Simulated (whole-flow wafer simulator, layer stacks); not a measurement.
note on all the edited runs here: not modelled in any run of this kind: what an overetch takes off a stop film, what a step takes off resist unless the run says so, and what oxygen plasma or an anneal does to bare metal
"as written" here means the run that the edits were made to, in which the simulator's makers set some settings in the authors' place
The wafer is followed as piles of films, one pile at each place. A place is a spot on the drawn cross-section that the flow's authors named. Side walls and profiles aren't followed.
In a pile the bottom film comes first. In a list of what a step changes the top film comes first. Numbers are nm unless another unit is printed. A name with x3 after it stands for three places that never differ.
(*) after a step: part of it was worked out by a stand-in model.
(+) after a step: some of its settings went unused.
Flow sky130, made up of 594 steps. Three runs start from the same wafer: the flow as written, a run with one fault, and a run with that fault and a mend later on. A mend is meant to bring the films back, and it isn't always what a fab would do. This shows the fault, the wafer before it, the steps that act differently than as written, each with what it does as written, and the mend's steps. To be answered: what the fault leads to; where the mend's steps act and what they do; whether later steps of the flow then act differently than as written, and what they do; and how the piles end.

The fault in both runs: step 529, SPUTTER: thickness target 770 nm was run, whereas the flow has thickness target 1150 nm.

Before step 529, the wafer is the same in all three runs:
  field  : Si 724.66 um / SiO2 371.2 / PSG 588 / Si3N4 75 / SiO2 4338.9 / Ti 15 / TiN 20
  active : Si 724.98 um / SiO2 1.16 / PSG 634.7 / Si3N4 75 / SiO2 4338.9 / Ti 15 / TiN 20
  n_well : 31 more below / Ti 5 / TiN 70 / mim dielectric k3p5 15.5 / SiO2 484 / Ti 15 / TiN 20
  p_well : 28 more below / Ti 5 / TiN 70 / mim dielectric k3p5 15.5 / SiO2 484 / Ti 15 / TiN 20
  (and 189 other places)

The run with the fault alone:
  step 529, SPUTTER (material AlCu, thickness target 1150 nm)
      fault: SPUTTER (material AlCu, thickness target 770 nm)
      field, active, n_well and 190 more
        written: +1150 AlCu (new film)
        fault: +770 AlCu (new film)
  Steps further on in the flow that do not act as written (2 other steps are not shown; they differ only slightly, by no more than 2% or 0.5 nm, whichever is larger):
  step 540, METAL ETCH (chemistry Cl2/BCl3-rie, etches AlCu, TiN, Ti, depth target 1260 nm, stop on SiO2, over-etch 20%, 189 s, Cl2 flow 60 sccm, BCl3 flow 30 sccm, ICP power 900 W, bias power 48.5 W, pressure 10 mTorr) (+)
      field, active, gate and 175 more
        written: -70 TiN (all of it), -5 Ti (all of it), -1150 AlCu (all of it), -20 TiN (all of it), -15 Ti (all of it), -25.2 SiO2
        fault: -70 TiN (all of it), -5 Ti (all of it), -770 AlCu (all of it), -20 TiN (all of it), -15 Ti (all of it), -63.2 SiO2
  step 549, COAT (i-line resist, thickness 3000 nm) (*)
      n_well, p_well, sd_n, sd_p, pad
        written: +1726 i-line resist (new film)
        fault: +2065.2 i-line resist (new film)
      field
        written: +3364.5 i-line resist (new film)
        fault: +3264.2 i-line resist (new film)
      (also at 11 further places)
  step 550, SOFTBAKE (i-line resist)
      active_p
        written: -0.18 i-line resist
        fault: +0.71 i-line resist
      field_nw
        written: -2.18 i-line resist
        fault: +0.96 i-line resist
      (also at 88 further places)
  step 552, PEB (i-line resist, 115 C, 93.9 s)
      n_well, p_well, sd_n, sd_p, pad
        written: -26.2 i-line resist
        fault: -32 i-line resist
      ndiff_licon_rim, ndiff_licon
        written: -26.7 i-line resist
        fault: -32.3 i-line resist
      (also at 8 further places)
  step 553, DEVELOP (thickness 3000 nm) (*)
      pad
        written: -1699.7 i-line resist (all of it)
        fault: -2033.2 i-line resist (all of it)
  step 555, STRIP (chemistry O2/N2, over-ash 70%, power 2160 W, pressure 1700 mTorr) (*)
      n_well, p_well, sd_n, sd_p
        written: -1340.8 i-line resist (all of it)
        fault: -1674.3 i-line resist (all of it)
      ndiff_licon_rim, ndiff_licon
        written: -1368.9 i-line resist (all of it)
        fault: -1693.6 i-line resist (all of it)
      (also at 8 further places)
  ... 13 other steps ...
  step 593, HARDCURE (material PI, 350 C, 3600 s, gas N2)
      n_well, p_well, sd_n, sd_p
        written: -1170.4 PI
        fault: -1194.5 PI
  The piles end different from the flow's at n_well, p_well, gate_hv and 108 more by more than 2% or 0.5 nm, whichever is larger.
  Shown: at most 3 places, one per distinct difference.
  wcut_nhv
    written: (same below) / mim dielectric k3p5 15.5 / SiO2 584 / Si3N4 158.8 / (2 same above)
    fault: (same below) / mim dielectric k3p5 15.5 / SiO2 546 / Si3N4 158.8 / (2 same above)
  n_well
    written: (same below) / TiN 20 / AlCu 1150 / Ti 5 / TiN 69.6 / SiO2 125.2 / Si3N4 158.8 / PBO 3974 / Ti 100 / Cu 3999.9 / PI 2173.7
    fault: (same below) / TiN 20 / AlCu 770 / Ti 5 / TiN 69.6 / SiO2 125.2 / Si3N4 158.8 / PBO 4247.1 / Ti 100 / Cu 3999.9 / PI 2218.4
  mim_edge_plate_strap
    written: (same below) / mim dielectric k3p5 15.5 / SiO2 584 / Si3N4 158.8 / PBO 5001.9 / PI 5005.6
    fault: (same below) / mim dielectric k3p5 15.5 / SiO2 546 / Si3N4 158.8 / PBO 5001.4 / PI 5005.9

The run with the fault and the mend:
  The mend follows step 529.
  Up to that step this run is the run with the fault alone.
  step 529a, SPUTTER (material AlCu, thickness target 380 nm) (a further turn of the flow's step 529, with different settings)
      field, active, n_well and 190 more
        +380 AlCu
  Every later step of the flow that is run acts as written at every place that is followed.
  The piles end the same as the flow's at every place that both follow.
